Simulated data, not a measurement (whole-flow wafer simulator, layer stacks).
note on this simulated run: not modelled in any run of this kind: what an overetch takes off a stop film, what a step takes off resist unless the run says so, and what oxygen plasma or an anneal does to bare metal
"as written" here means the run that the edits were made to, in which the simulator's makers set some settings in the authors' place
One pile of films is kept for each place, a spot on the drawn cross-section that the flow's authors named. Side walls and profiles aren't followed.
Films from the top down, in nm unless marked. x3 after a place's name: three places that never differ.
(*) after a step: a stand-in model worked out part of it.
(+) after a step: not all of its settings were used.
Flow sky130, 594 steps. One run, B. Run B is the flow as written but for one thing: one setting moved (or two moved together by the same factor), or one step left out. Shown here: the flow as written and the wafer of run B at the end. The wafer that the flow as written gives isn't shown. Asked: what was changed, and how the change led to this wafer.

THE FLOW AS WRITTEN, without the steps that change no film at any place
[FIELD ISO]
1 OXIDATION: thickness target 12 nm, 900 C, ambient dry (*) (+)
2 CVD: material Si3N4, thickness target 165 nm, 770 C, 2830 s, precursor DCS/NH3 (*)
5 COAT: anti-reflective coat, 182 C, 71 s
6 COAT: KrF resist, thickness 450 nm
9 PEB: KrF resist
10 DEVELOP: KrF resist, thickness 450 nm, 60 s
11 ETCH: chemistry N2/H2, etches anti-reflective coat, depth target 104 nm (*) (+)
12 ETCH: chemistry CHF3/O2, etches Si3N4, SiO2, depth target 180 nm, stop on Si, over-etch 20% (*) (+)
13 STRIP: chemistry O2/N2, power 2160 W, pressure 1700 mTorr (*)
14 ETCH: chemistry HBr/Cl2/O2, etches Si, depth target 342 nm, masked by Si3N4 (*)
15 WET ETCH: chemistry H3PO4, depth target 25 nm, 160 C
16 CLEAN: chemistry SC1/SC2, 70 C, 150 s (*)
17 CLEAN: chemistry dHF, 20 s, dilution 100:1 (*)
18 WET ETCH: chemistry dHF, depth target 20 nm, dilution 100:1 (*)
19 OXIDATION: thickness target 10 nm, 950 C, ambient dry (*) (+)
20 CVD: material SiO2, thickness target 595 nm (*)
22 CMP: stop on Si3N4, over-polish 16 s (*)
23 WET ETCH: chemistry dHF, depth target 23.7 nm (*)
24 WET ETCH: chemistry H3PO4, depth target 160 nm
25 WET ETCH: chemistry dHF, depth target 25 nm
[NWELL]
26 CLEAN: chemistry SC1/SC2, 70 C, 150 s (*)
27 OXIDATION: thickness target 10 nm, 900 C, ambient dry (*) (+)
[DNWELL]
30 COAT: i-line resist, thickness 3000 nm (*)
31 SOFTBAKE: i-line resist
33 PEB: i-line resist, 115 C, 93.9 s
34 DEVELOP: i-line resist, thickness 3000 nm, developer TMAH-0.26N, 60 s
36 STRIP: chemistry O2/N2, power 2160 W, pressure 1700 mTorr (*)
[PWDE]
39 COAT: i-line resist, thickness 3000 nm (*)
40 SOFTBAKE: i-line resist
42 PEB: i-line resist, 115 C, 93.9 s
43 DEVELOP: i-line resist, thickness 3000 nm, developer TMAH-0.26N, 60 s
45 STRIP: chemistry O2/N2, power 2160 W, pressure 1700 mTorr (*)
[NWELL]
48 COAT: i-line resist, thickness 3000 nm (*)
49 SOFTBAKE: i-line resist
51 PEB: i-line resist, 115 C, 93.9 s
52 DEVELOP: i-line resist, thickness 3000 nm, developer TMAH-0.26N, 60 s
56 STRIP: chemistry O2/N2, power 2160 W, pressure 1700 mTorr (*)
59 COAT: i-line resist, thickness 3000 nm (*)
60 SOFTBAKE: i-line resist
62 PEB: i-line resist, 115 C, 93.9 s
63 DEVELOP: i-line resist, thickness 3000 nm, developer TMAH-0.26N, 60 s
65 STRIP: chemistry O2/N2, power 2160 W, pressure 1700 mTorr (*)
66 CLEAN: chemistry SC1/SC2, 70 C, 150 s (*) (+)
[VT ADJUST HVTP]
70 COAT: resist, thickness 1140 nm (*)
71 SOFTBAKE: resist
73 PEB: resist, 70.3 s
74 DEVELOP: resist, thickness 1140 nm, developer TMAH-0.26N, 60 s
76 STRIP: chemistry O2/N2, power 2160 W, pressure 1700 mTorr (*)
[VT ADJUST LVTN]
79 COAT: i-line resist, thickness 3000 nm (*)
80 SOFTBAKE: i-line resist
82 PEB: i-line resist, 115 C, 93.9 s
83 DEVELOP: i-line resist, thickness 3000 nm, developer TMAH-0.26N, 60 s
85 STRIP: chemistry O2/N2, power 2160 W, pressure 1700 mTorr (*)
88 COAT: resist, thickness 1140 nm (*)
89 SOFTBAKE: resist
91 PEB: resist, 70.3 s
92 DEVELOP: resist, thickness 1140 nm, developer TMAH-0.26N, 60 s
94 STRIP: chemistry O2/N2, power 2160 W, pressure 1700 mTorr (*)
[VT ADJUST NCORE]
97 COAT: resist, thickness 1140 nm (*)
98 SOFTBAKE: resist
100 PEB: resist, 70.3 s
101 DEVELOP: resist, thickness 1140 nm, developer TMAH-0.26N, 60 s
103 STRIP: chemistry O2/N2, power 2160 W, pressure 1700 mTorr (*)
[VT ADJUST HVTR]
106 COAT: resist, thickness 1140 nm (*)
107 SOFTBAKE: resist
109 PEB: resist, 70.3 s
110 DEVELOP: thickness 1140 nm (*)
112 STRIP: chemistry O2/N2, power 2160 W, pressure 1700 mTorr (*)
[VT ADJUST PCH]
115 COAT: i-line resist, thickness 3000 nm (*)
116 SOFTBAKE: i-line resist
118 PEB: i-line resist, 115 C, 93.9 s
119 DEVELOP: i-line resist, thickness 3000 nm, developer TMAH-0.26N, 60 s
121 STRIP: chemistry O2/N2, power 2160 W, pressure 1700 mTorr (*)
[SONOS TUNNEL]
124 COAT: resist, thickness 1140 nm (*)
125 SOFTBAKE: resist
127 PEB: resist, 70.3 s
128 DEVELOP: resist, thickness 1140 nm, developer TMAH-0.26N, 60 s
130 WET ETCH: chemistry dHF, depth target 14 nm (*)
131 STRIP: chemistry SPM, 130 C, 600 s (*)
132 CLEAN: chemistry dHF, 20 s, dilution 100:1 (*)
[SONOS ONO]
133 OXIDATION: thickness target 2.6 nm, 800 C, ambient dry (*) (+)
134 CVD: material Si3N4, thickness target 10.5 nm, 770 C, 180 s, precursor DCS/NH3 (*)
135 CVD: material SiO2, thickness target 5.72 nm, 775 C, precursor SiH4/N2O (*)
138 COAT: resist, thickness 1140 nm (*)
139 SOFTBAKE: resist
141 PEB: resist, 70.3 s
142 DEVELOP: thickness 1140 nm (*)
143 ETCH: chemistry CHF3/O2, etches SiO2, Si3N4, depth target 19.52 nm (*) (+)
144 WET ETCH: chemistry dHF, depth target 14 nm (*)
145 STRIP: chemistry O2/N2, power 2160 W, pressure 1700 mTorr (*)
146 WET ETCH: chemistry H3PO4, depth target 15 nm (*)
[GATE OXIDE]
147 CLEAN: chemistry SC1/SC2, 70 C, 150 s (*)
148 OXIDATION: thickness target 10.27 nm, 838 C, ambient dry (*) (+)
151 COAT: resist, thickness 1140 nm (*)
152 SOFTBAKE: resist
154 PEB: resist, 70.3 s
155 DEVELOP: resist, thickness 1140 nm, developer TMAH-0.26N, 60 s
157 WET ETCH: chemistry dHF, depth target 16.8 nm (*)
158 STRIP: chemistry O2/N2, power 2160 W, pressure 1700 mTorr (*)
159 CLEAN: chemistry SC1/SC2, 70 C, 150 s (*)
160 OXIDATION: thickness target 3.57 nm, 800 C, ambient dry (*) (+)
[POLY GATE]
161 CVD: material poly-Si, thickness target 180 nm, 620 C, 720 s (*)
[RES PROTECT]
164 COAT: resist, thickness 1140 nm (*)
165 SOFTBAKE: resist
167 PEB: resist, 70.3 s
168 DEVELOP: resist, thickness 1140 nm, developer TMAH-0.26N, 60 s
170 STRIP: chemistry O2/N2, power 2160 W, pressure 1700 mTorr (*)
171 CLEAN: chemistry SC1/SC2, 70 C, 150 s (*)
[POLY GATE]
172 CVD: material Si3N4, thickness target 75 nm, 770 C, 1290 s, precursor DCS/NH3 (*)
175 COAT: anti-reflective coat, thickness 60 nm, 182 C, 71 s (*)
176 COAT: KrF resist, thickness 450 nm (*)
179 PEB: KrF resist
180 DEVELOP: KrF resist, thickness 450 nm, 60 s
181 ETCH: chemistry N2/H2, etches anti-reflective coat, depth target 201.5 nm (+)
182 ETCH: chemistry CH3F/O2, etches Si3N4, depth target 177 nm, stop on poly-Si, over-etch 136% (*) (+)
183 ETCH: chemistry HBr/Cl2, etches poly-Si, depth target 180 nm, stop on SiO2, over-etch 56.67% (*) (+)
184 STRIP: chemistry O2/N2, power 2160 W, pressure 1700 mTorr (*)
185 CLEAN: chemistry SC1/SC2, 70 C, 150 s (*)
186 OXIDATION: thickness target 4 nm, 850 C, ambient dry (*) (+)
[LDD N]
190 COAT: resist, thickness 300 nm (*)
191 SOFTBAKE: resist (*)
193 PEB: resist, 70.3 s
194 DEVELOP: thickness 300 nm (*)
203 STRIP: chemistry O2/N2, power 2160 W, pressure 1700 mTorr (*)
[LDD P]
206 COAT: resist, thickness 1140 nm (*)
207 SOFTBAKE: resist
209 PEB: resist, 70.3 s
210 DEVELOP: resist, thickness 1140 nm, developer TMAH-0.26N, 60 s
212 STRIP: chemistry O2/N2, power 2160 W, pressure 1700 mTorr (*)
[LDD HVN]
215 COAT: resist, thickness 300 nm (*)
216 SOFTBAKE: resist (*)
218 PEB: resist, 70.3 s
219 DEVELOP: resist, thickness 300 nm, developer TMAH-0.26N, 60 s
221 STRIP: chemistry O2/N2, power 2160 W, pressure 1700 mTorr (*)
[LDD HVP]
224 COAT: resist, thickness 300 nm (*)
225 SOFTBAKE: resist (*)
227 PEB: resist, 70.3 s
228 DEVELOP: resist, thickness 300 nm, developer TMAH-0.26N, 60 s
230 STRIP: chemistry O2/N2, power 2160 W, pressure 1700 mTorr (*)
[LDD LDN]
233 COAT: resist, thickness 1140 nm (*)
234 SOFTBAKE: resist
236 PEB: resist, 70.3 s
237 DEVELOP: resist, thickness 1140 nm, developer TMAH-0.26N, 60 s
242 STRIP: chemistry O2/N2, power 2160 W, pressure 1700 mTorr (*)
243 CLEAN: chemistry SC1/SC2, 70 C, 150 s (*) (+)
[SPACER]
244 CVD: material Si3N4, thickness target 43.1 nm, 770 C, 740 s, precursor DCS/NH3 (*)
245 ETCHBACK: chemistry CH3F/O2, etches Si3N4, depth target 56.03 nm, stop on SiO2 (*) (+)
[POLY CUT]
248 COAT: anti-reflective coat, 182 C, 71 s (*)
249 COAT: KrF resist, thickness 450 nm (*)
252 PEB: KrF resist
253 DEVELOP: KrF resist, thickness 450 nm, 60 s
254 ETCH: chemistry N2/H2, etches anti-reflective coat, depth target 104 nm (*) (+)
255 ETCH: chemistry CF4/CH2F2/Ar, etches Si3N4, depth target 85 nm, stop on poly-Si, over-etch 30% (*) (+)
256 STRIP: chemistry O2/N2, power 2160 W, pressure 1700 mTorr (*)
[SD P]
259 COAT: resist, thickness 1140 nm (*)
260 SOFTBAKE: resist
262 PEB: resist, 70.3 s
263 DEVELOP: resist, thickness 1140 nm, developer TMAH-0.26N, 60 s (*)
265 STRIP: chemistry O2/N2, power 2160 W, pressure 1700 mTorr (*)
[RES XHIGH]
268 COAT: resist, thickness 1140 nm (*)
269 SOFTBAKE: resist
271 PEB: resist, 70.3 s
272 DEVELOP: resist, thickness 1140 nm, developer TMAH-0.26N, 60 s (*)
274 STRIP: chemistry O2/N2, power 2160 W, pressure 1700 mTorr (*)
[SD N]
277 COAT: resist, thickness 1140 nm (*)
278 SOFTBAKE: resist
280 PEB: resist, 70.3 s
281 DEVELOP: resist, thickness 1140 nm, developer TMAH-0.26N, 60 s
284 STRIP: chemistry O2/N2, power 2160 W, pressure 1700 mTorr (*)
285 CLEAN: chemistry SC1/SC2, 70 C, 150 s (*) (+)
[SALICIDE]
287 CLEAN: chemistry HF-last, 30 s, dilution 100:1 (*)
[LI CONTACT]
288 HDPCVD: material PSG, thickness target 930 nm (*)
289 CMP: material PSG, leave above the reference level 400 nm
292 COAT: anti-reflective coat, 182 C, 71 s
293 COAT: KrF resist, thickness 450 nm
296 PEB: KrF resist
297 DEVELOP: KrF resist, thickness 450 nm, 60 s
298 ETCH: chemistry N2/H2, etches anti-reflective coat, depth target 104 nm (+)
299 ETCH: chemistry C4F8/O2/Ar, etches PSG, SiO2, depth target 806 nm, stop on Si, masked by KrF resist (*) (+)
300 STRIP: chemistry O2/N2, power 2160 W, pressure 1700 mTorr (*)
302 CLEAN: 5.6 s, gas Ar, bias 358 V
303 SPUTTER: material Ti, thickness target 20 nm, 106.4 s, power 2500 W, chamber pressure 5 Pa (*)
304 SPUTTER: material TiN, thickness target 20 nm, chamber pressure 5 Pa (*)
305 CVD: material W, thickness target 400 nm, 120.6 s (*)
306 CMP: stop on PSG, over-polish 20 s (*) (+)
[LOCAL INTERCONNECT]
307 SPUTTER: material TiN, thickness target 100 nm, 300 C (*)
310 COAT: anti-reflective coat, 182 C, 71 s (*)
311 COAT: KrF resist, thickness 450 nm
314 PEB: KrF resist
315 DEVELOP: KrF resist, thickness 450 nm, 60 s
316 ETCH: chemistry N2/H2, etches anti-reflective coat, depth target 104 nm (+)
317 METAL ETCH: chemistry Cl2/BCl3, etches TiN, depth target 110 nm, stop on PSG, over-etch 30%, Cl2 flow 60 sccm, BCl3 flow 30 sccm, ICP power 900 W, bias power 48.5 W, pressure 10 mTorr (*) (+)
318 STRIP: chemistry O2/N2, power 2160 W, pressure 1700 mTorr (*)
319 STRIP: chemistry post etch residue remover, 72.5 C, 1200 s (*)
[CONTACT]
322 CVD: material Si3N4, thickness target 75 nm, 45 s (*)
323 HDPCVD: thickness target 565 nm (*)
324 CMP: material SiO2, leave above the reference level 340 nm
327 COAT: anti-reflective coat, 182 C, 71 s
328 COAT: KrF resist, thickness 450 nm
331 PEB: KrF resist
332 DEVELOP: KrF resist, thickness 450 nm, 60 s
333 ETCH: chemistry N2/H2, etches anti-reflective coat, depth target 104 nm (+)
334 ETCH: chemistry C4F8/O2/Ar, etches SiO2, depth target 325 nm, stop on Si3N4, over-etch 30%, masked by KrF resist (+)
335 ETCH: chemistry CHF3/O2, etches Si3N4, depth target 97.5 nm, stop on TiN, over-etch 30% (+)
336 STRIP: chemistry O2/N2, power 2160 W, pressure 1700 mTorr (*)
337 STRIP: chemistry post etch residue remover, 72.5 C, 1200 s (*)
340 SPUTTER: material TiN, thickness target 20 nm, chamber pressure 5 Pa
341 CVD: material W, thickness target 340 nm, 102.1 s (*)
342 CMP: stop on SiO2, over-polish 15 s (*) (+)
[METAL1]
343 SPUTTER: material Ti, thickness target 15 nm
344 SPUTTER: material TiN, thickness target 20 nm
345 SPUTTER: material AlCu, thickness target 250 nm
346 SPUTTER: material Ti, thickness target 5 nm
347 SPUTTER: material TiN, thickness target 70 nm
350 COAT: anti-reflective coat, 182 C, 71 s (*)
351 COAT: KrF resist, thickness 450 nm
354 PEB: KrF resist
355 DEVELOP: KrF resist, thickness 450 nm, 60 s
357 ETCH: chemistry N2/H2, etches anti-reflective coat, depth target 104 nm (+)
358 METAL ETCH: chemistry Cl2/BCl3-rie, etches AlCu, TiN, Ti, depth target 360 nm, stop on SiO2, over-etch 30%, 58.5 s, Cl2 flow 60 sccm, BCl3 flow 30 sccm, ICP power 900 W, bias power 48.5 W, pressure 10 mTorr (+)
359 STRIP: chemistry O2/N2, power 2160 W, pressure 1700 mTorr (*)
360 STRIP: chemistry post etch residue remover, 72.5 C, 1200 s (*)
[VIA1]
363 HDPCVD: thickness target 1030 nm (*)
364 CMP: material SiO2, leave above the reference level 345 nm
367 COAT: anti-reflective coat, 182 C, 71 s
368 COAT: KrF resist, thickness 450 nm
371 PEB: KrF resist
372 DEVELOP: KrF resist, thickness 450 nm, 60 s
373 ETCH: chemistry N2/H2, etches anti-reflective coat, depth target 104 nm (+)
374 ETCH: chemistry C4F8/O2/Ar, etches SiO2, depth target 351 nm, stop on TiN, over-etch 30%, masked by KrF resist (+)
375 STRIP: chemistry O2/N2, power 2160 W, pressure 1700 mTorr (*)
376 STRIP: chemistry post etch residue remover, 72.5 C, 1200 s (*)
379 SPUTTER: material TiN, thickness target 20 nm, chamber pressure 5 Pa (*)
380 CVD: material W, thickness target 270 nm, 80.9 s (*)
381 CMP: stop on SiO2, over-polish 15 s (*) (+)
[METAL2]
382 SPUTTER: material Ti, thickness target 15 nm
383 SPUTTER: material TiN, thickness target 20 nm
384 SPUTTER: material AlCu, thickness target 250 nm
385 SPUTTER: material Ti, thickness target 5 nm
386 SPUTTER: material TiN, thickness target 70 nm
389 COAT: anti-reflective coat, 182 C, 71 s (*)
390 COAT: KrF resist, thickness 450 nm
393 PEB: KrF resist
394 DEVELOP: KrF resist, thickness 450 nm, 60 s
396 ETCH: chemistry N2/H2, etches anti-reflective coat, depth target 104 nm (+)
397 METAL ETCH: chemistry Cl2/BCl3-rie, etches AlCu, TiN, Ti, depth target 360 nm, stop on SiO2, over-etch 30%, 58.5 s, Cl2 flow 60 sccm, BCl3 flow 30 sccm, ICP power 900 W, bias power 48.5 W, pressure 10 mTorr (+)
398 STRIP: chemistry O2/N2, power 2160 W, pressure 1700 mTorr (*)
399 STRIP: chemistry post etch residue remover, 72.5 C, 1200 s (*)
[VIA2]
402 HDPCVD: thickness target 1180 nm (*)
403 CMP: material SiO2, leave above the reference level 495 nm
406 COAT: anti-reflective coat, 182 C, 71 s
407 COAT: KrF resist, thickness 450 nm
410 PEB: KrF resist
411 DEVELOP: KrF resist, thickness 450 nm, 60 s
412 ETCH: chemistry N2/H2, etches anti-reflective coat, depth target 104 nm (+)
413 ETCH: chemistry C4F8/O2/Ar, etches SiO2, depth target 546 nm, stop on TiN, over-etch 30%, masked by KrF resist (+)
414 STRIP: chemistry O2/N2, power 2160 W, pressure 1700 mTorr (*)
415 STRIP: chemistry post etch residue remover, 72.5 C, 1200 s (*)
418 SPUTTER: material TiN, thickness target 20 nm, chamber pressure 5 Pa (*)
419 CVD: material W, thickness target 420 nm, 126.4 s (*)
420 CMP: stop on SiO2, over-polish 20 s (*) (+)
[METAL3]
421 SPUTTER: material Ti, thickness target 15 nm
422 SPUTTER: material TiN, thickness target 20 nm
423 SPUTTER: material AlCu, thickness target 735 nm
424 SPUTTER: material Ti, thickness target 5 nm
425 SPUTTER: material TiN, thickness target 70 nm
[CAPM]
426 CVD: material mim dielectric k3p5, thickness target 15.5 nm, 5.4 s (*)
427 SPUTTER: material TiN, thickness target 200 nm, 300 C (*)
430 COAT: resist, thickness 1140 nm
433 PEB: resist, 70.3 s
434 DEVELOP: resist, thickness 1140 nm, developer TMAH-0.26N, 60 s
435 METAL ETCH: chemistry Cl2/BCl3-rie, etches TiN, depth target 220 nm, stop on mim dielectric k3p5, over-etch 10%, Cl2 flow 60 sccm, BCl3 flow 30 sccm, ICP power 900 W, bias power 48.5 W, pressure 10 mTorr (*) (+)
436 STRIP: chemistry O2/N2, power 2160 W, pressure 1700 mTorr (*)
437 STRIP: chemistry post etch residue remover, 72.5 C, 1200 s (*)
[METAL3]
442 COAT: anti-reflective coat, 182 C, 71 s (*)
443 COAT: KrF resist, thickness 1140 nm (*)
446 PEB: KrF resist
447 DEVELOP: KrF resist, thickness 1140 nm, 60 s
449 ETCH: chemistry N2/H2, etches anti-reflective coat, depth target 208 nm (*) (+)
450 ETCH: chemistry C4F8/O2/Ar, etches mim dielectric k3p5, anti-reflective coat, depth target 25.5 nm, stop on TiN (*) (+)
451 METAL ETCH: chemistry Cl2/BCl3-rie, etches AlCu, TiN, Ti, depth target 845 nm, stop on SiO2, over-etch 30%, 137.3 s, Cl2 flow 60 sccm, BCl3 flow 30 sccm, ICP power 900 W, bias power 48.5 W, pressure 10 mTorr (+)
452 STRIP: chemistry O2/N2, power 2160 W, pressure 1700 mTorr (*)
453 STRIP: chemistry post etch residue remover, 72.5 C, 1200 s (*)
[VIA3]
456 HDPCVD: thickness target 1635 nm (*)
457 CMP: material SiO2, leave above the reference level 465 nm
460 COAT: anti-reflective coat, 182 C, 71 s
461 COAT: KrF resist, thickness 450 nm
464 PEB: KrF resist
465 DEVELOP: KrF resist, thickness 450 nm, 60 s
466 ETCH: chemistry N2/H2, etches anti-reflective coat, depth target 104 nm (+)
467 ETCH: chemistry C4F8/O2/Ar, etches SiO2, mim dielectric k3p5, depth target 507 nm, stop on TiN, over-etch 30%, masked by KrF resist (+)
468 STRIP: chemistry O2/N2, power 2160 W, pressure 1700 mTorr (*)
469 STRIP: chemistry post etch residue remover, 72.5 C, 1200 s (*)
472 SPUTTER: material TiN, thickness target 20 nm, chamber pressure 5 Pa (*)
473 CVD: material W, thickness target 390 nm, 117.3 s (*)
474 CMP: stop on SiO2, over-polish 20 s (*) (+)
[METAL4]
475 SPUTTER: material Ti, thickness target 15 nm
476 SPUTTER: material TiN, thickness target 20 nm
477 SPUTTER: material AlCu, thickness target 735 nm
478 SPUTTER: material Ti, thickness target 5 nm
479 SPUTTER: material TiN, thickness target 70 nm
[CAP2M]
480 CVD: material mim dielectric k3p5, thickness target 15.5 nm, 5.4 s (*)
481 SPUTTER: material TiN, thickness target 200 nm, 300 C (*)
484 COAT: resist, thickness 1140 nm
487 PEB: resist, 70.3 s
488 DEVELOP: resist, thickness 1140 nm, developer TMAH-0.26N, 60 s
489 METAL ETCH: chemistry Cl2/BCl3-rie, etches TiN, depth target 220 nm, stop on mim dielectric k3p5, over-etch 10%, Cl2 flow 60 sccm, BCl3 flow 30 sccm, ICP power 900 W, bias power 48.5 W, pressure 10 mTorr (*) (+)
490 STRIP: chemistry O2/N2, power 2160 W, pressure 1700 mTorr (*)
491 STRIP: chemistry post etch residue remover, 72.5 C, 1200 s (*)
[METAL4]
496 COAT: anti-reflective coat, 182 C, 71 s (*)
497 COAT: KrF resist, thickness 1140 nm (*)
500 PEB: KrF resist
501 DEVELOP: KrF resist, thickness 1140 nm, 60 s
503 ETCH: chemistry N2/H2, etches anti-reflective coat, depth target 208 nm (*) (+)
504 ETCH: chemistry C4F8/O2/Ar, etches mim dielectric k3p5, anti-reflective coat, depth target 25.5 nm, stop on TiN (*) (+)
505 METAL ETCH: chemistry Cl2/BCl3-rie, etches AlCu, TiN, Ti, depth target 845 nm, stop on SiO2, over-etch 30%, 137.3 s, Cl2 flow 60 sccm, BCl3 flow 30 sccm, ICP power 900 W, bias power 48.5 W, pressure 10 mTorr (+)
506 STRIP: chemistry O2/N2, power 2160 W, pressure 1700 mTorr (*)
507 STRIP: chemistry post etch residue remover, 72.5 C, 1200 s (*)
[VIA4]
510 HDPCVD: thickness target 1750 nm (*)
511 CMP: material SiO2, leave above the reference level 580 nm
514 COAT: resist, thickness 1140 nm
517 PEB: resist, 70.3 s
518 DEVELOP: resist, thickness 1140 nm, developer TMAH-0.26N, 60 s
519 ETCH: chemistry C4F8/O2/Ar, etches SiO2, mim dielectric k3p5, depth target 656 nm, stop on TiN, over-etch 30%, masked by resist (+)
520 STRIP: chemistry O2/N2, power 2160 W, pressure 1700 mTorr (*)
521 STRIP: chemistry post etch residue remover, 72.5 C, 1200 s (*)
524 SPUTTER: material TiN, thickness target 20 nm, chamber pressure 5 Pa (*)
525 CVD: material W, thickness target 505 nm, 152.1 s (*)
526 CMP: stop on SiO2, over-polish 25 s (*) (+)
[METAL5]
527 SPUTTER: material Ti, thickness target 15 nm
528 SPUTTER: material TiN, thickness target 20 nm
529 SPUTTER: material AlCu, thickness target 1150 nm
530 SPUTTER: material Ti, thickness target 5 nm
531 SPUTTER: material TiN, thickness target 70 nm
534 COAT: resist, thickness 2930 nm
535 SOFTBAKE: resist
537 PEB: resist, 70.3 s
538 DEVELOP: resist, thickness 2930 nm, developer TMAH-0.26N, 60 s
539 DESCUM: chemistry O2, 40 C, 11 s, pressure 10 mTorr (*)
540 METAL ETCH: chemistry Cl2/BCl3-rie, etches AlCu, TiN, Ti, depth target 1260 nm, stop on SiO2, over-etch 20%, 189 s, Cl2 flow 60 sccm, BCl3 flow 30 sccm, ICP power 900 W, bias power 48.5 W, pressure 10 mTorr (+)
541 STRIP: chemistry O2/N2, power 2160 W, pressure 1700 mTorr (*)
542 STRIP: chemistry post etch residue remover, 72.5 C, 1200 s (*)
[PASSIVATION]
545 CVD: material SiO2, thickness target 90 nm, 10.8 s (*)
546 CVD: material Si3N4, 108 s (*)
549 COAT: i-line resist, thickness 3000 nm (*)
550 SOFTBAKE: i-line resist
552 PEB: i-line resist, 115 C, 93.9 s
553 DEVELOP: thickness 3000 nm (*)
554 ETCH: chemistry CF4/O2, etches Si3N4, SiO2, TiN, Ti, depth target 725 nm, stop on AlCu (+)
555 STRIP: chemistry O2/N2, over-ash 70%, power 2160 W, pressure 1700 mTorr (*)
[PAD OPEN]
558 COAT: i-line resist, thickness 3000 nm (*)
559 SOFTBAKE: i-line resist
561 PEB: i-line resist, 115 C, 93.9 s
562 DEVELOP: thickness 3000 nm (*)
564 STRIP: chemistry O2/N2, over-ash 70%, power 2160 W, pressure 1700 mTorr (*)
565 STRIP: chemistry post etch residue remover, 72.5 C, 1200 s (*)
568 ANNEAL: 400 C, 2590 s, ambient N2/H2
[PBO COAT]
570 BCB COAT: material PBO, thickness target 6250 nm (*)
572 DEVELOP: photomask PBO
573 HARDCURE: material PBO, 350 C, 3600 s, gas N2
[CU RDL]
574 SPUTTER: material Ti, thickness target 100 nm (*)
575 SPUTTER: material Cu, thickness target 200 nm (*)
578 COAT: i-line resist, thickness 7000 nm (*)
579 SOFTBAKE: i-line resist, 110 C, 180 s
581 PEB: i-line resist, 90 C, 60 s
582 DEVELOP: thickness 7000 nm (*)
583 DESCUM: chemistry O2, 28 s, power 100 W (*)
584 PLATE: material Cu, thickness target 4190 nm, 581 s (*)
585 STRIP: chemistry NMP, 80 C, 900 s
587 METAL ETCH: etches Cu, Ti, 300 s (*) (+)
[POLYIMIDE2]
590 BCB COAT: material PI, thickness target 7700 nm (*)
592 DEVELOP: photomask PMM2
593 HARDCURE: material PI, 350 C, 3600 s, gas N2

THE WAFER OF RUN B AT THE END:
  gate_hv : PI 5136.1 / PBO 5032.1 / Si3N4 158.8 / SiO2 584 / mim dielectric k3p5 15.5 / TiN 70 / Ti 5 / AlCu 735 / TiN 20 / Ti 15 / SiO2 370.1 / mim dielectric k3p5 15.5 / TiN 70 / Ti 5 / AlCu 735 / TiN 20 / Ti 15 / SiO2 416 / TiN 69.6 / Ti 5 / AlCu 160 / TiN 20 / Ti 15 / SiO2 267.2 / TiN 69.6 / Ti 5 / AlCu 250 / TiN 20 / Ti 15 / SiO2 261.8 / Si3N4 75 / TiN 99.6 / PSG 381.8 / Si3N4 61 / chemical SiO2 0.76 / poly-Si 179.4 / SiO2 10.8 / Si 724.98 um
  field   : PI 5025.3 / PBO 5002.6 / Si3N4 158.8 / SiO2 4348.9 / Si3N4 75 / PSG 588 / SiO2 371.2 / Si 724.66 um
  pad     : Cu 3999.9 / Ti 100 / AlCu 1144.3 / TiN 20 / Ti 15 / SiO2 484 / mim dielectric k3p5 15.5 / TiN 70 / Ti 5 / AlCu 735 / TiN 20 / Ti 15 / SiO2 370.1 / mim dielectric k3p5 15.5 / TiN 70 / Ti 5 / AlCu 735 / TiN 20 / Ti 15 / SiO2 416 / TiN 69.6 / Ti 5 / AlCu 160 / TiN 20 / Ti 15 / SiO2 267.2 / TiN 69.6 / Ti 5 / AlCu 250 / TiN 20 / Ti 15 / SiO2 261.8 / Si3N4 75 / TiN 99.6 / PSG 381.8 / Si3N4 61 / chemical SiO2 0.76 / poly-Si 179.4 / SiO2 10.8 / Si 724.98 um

The cause: step 384, SPUTTER: thickness target 160 nm was run, where the flow has thickness target 250 nm.
It can be read off the wafer: gate_hv has AlCu 160, and step 384 as written asks for 250 nm.

How the change led to this, step by step:
  384 SPUTTER: material AlCu, thickness target 250 nm
      field, active, n_well and 188 more: AlCu +160 (new film) (as written it would be: AlCu +250 (new film))
  397 METAL ETCH: chemistry Cl2/BCl3-rie, etches AlCu, TiN, Ti, depth target 360 nm, stop on SiO2, over-etch 30%, 58.5 s, Cl2 flow 60 sccm, BCl3 flow 30 sccm, ICP power 900 W, bias power 48.5 W, pressure 10 mTorr (+)
      field, active, gate and 82 more: TiN -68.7 (all of it), Ti -5 (all of it), AlCu -160 (all of it), TiN -20 (all of it), Ti -15 (all of it), SiO2 -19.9 (as written it would be: TiN -68.7 (all of it), Ti -5 (all of it), AlCu -250 (all of it), TiN -20 (all of it), Ti -15 (all of it), SiO2 -10.9)
  403 CMP: material SiO2, leave above the reference level 495 nm
      field, active, gate and 82 more: SiO2 -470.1 (as written it would be: SiO2 -389.1)
